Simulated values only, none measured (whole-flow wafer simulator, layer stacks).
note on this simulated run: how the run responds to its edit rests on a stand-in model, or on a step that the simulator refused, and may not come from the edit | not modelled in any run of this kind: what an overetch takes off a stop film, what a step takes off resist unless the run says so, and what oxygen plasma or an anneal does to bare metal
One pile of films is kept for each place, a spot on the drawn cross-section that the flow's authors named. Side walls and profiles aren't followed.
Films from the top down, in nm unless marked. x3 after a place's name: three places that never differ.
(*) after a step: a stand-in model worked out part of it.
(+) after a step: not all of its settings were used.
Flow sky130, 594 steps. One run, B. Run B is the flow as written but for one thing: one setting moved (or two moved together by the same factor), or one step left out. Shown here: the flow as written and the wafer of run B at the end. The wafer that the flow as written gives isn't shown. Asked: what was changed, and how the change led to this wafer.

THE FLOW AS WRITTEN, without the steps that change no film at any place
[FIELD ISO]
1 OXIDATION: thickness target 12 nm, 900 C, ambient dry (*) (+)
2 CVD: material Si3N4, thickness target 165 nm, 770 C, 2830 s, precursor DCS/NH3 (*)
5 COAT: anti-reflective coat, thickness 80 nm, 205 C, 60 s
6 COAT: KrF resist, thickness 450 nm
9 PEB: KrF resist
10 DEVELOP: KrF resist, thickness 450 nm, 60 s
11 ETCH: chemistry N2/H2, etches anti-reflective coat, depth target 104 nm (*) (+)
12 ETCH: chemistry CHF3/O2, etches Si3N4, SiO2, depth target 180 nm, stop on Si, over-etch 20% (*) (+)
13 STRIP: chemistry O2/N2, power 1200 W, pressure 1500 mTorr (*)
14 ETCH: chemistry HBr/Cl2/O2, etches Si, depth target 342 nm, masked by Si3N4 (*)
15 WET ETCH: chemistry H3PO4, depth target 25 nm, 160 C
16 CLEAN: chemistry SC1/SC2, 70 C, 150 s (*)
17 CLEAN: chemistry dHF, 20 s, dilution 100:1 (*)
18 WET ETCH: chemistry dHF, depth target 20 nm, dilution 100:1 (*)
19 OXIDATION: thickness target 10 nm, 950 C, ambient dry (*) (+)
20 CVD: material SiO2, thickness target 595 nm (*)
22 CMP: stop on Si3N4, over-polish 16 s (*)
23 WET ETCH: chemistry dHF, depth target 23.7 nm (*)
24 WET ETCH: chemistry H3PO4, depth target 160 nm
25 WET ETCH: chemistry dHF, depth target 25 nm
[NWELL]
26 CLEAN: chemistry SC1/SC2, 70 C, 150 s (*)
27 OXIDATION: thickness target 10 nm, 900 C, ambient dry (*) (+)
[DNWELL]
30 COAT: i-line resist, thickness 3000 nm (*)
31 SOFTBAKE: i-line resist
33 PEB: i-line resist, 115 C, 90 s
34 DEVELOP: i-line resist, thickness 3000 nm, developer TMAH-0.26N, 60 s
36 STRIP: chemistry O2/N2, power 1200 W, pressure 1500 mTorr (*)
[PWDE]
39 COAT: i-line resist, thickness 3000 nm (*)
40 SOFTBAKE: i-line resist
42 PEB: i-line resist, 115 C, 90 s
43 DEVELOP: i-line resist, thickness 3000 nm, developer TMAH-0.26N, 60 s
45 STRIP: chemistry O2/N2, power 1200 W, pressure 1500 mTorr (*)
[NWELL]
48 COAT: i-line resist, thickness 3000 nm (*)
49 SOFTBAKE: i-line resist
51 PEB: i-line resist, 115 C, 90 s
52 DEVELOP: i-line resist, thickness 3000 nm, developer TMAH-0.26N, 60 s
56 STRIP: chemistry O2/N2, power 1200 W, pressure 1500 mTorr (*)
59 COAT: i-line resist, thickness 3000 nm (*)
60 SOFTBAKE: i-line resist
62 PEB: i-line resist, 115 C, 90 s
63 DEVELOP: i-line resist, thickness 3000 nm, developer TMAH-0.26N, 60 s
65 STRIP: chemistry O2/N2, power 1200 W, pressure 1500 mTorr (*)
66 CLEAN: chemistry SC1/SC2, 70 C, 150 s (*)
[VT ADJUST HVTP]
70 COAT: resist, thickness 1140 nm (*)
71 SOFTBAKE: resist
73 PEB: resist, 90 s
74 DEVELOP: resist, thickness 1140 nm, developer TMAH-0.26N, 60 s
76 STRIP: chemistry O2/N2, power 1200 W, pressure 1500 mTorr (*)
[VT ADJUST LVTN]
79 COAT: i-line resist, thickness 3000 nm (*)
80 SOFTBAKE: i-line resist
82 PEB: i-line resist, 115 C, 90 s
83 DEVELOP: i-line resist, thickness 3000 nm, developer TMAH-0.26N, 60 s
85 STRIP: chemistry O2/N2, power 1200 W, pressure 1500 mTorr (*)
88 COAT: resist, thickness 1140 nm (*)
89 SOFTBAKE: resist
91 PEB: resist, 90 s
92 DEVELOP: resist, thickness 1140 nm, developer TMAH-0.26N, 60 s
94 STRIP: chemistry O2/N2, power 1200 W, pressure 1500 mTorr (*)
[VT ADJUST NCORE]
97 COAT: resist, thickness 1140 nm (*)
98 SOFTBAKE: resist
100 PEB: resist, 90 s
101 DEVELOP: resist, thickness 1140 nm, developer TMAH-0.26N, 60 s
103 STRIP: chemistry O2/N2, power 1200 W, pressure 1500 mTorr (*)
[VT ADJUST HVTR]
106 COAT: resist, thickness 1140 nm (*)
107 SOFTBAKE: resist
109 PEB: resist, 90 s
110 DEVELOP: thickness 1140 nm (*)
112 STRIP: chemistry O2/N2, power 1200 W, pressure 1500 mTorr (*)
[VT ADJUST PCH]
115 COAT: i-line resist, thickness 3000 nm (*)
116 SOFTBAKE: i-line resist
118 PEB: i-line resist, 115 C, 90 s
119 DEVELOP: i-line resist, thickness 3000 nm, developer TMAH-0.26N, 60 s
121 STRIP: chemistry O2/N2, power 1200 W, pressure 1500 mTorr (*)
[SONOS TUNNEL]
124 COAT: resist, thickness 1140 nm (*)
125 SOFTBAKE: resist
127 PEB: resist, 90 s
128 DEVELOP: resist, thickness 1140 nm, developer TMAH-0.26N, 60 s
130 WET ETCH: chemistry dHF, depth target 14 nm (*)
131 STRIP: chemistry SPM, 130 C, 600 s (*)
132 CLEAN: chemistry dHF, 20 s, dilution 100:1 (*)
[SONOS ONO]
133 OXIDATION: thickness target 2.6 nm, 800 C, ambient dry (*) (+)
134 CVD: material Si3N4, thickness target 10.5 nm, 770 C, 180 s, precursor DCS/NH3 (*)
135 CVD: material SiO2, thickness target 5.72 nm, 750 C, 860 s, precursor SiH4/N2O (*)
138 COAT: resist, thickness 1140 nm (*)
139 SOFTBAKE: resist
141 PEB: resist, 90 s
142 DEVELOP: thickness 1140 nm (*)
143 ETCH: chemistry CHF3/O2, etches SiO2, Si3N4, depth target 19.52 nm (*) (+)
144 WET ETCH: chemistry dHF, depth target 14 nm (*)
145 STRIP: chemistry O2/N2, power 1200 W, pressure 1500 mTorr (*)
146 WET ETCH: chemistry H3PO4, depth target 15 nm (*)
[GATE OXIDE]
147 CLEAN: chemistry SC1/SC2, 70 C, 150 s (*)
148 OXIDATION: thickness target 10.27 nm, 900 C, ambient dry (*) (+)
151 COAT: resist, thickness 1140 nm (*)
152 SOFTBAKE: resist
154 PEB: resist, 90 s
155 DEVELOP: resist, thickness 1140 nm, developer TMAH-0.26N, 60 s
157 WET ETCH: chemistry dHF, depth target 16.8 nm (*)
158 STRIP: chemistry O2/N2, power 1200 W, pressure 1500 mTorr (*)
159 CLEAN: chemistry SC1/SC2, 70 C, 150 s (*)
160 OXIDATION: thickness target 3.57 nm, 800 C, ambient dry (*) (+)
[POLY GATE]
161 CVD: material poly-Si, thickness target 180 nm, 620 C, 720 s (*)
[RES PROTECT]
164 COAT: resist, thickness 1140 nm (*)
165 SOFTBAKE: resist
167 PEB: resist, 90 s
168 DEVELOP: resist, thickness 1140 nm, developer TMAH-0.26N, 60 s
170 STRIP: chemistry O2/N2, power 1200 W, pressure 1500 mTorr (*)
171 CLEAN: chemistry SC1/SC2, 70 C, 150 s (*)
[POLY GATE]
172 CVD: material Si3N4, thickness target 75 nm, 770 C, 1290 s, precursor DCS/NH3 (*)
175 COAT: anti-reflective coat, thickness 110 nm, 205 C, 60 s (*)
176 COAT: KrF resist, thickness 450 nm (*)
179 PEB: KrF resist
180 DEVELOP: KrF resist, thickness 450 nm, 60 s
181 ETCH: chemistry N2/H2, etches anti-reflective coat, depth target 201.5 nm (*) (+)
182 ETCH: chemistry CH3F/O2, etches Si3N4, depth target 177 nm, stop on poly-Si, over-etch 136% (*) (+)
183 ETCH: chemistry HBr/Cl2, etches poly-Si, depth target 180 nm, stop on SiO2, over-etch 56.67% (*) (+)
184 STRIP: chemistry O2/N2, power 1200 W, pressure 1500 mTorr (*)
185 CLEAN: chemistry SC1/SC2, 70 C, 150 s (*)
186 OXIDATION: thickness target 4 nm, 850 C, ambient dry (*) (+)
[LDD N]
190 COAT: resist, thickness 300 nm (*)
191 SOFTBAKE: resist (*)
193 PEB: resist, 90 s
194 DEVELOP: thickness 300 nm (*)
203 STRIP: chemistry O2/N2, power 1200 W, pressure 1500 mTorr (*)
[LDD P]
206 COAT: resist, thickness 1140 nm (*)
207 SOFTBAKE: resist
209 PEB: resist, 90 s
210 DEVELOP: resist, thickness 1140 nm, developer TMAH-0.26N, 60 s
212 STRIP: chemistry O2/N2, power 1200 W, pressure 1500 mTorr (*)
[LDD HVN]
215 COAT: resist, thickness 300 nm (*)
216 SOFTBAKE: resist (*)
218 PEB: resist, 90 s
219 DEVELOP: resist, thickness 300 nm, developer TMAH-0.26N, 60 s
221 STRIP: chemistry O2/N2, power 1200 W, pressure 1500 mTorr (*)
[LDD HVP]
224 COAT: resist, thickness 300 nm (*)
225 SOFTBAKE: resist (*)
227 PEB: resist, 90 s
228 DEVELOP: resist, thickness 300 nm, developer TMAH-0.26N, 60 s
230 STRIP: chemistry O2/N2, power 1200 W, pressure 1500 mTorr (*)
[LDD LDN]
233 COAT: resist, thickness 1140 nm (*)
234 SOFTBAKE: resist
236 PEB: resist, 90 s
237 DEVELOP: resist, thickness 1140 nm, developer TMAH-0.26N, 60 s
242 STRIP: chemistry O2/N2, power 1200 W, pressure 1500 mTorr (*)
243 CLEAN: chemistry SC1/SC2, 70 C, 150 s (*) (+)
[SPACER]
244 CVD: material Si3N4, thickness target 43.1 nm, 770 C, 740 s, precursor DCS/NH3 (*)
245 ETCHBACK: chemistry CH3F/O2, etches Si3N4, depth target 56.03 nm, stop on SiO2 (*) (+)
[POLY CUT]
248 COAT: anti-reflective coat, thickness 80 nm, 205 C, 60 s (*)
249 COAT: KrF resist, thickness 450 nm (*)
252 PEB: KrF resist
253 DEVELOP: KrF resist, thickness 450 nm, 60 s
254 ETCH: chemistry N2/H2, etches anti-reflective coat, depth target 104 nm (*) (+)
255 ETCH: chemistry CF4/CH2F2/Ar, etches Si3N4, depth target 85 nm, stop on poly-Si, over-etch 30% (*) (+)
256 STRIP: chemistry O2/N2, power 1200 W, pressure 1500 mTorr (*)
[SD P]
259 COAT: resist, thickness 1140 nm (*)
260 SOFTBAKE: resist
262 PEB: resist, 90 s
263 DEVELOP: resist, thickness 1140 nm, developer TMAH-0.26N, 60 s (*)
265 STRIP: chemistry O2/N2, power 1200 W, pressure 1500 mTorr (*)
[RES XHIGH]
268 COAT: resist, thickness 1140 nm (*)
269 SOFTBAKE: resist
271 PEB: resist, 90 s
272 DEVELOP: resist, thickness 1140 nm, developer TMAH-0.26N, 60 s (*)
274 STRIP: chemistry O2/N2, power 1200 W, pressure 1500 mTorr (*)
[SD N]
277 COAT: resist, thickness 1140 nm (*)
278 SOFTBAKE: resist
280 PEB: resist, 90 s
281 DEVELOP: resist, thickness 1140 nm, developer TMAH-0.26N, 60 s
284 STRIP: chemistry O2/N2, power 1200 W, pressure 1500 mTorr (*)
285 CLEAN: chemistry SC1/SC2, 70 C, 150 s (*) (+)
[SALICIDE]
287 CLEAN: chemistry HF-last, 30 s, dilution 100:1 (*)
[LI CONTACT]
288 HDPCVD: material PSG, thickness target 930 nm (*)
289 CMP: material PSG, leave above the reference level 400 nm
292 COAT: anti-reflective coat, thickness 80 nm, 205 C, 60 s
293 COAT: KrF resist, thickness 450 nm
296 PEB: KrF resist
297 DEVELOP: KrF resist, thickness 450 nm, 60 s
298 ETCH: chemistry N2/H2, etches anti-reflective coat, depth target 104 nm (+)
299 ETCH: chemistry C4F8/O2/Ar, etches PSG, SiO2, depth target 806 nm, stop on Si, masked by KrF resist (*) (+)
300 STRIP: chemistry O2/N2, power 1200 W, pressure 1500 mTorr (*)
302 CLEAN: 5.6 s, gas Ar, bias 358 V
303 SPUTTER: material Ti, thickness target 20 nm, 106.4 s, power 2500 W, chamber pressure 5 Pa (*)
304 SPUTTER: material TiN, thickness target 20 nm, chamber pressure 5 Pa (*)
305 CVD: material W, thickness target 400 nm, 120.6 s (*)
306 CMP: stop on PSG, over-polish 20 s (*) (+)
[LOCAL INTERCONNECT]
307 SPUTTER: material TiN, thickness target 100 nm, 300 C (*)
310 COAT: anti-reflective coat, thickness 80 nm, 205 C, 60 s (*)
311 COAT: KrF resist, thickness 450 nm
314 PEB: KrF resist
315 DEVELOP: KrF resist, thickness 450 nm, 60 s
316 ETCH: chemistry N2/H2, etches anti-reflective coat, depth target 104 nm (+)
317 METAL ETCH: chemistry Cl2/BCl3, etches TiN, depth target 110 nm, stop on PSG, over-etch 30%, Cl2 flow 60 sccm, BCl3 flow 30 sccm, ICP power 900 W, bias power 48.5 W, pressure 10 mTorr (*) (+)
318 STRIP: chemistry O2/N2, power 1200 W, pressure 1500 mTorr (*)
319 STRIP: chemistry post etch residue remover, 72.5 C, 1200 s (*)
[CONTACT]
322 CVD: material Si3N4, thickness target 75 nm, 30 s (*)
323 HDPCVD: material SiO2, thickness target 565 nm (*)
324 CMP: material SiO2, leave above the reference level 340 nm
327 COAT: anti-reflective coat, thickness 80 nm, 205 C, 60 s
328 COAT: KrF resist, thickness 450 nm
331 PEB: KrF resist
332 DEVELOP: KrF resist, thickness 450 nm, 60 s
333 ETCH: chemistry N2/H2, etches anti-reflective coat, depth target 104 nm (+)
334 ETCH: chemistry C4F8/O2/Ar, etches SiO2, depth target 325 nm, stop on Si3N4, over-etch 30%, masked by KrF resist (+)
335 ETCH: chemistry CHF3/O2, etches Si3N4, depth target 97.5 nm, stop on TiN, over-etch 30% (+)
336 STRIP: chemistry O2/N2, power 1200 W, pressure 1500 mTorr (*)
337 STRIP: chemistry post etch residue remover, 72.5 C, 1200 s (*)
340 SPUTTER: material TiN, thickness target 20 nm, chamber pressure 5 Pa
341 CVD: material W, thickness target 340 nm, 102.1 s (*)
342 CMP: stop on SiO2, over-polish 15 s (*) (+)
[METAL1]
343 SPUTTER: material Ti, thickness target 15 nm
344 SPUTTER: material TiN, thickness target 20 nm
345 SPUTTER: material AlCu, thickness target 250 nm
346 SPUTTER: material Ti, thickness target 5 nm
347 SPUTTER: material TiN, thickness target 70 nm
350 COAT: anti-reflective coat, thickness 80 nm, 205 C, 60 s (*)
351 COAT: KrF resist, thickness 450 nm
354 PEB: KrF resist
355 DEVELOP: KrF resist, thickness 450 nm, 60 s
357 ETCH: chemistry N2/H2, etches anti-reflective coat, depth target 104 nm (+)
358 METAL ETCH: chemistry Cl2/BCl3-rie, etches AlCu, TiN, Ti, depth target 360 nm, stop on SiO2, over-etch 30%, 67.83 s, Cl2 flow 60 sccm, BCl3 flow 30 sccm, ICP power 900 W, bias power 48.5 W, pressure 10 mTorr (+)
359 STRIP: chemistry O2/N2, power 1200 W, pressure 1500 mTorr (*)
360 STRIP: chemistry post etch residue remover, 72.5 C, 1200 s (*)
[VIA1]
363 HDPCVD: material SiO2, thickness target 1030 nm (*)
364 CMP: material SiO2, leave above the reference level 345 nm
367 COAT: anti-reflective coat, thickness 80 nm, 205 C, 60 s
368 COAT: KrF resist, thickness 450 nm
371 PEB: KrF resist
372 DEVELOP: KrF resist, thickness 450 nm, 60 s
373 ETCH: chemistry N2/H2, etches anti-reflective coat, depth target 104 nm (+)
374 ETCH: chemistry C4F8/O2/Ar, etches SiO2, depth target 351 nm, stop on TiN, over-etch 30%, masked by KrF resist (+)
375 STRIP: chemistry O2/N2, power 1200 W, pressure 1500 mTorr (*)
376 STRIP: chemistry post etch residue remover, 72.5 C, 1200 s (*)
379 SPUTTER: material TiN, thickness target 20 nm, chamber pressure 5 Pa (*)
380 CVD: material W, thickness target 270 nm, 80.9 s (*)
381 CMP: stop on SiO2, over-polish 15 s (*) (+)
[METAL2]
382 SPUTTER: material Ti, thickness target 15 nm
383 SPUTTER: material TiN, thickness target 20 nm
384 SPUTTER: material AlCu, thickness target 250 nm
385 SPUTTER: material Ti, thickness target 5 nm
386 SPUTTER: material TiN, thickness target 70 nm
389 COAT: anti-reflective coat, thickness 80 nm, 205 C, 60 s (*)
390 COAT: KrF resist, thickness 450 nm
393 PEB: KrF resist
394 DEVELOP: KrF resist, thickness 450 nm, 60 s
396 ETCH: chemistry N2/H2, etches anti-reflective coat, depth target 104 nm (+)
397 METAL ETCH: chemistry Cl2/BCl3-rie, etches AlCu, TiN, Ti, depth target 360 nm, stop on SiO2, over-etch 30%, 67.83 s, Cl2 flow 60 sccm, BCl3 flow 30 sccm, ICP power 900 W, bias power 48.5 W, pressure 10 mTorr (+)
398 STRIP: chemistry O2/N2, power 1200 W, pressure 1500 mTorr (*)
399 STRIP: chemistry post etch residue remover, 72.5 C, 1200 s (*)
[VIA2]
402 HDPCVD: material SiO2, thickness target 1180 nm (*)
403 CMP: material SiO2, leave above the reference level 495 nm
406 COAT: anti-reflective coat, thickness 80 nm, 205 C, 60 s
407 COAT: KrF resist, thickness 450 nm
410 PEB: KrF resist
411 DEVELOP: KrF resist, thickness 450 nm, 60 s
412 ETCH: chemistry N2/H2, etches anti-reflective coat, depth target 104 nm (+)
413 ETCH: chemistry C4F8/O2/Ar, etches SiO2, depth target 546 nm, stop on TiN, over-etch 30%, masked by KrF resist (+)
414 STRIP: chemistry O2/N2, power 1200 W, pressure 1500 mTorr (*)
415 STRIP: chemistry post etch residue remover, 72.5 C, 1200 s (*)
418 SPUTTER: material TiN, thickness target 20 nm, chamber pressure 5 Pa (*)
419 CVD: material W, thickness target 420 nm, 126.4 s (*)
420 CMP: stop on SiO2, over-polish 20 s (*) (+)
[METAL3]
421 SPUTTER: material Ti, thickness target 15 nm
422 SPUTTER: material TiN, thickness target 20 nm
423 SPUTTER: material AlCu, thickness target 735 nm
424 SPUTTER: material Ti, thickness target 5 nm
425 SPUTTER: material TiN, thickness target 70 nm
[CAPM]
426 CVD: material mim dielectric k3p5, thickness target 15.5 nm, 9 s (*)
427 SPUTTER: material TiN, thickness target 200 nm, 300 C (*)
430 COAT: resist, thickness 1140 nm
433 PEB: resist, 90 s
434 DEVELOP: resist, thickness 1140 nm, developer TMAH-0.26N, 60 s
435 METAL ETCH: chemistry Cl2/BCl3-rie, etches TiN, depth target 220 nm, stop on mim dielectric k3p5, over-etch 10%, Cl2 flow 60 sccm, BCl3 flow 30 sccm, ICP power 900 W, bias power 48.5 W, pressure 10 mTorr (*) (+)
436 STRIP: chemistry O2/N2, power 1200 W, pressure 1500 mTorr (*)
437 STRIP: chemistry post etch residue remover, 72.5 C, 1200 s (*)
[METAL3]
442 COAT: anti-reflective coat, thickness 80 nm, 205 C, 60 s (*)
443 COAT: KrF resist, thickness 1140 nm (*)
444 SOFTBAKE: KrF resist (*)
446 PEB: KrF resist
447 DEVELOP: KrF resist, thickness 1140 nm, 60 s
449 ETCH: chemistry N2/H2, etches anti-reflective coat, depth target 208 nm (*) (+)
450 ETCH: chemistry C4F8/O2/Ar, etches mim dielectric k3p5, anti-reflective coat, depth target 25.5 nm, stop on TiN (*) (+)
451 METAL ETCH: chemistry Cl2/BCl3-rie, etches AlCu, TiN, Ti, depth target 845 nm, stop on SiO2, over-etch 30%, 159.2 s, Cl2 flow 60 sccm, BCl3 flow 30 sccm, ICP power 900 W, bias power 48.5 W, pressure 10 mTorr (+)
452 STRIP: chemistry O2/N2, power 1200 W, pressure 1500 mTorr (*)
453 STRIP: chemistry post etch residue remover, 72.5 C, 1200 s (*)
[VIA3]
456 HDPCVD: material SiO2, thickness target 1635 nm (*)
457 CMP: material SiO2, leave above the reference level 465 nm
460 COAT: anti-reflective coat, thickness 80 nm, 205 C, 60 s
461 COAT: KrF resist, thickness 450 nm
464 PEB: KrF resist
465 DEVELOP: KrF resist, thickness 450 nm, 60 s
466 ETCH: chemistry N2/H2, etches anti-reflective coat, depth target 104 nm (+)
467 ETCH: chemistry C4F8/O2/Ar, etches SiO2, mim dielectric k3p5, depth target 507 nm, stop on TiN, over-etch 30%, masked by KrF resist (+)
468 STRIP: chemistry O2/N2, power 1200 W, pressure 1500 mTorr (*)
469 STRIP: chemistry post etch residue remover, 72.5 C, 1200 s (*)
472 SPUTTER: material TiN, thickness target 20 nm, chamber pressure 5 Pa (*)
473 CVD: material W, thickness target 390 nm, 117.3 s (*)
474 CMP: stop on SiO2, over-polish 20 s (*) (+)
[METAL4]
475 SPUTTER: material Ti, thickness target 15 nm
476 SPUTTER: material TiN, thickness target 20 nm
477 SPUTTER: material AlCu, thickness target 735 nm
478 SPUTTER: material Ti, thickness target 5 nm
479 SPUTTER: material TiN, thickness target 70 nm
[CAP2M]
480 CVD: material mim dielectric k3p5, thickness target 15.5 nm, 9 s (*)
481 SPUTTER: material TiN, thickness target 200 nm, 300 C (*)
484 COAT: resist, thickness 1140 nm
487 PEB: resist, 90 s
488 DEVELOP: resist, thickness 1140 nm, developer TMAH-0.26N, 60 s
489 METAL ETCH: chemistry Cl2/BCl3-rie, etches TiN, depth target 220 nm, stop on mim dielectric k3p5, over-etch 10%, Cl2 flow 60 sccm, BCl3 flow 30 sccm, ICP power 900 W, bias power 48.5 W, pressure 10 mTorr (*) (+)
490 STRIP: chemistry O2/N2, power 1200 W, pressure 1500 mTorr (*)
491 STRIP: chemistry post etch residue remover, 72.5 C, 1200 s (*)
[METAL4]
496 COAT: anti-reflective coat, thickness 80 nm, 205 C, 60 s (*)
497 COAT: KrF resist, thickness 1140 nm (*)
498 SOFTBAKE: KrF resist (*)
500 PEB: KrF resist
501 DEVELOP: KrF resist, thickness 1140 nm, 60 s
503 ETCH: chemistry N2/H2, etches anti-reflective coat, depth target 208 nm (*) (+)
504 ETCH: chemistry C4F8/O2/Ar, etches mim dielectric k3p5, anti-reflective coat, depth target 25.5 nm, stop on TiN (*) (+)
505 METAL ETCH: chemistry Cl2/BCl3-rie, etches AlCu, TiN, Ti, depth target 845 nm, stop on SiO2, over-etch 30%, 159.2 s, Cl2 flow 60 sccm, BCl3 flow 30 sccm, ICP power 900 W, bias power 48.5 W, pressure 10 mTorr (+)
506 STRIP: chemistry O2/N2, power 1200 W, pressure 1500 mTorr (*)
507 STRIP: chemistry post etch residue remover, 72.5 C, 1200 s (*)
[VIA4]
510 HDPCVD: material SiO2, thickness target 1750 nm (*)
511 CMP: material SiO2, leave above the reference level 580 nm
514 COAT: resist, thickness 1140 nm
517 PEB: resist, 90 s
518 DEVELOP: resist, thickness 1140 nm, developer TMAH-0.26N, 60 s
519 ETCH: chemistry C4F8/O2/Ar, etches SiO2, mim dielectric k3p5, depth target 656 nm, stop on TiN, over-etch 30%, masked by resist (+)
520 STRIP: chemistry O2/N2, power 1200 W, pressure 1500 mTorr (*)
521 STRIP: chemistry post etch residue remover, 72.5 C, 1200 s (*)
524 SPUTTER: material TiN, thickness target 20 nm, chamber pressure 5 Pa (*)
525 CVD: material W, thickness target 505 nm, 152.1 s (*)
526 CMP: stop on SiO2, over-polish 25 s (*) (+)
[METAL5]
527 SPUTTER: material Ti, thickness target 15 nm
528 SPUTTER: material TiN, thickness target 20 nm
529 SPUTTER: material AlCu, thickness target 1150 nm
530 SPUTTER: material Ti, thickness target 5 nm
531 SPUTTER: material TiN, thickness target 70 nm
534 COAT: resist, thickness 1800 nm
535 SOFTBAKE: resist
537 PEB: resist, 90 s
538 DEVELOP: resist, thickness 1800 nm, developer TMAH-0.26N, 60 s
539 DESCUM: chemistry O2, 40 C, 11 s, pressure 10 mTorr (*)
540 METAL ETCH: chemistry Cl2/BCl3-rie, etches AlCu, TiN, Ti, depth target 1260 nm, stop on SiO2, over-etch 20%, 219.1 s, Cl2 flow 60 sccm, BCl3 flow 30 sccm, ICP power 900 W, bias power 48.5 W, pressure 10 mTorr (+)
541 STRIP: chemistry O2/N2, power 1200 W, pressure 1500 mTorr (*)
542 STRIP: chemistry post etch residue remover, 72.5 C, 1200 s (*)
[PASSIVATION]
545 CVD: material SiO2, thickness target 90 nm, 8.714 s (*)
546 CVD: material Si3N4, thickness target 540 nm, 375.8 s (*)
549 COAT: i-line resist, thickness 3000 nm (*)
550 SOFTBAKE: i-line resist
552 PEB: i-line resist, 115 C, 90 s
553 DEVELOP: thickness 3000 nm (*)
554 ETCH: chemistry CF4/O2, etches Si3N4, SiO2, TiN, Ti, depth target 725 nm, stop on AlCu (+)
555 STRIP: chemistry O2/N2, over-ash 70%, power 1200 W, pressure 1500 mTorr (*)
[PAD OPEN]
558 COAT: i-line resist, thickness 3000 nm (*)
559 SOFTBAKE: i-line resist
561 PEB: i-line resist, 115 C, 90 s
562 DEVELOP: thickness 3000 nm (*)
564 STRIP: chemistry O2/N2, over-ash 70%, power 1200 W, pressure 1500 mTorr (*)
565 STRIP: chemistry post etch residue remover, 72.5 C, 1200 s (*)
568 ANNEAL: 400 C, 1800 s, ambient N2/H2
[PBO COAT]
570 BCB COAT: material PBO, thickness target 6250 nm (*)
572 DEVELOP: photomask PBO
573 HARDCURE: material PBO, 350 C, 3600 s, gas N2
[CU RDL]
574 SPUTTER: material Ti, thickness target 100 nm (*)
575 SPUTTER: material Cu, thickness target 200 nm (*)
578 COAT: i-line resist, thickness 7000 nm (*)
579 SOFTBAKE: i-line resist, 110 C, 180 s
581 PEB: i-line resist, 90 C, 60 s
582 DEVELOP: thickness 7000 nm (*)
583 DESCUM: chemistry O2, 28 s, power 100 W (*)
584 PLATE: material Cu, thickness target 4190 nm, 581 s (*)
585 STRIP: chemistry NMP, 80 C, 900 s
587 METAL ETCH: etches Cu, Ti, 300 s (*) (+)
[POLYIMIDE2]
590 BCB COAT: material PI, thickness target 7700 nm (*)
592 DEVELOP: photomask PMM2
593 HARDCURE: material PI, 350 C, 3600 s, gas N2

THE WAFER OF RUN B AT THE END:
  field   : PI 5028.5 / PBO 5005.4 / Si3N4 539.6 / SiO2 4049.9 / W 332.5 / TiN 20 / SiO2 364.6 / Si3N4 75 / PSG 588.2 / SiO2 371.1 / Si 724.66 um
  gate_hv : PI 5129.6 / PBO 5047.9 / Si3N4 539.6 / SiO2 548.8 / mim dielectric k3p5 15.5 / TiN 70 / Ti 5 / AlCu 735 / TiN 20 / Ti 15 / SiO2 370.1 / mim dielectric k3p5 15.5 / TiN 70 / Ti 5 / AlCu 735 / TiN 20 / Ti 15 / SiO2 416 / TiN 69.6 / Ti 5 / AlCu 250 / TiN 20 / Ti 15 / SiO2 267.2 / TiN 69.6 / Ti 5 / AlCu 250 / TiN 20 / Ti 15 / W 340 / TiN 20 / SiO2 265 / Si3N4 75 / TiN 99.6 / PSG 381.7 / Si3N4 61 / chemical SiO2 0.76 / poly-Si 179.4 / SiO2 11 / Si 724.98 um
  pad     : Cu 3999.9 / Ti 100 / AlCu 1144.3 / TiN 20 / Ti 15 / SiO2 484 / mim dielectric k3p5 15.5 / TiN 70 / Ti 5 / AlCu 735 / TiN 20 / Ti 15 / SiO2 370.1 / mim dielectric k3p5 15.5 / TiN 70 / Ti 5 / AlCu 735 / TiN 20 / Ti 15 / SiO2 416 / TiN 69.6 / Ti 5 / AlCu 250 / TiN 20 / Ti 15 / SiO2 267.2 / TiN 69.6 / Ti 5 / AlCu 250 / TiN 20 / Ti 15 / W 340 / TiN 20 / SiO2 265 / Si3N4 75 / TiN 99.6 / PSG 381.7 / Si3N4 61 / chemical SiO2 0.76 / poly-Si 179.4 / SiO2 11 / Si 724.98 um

The cause: step 342, CMP: stop on SiO2, over-polish 15 s (*) (+), was left out.

How the change led to this, step by step:
  350 COAT: anti-reflective coat, thickness 80 nm, 205 C, 60 s (*)
      poly_licon: anti-reflective coat +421 (new film) (as written it would be: anti-reflective coat +80.4 (new film))
  358 METAL ETCH: chemistry Cl2/BCl3-rie, etches AlCu, TiN, Ti, depth target 360 nm, stop on SiO2, over-etch 30%, 67.83 s, Cl2 flow 60 sccm, BCl3 flow 30 sccm, ICP power 900 W, bias power 48.5 W, pressure 10 mTorr (+)
      field, active, gate and 81 more: TiN -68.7 (all of it), Ti -5 (all of it), AlCu -250 (all of it), TiN -20 (all of it), Ti -15 (all of it), W -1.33 (as written it would be: TiN -68.7 (all of it), Ti -5 (all of it), AlCu -250 (all of it), TiN -20 (all of it), Ti -15 (all of it), SiO2 -10.9)
  359 STRIP: chemistry O2/N2, power 1200 W, pressure 1500 mTorr (*)
      poly_licon: KrF resist -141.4 (all of it), anti-reflective coat -421 (all of it) (as written it would be: KrF resist -141.5 (all of it), anti-reflective coat -80.4 (all of it))
  360 STRIP: chemistry post etch residue remover, 72.5 C, 1200 s (*)
      field, active, gate and 81 more: W -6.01 (as written it would be: nothing)
  363 HDPCVD: material SiO2, thickness target 1030 nm (*)
      field, active, gate and 81 more: SiO2 +1030 (new film) (as written it would be: SiO2 +1030)
  364 CMP: material SiO2, leave above the reference level 345 nm
      poly_licon: SiO2 -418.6 (as written it would be: SiO2 -759)
Counting metal films that touch as one body, field has 1 body; the flow as written gives 0 bodies.
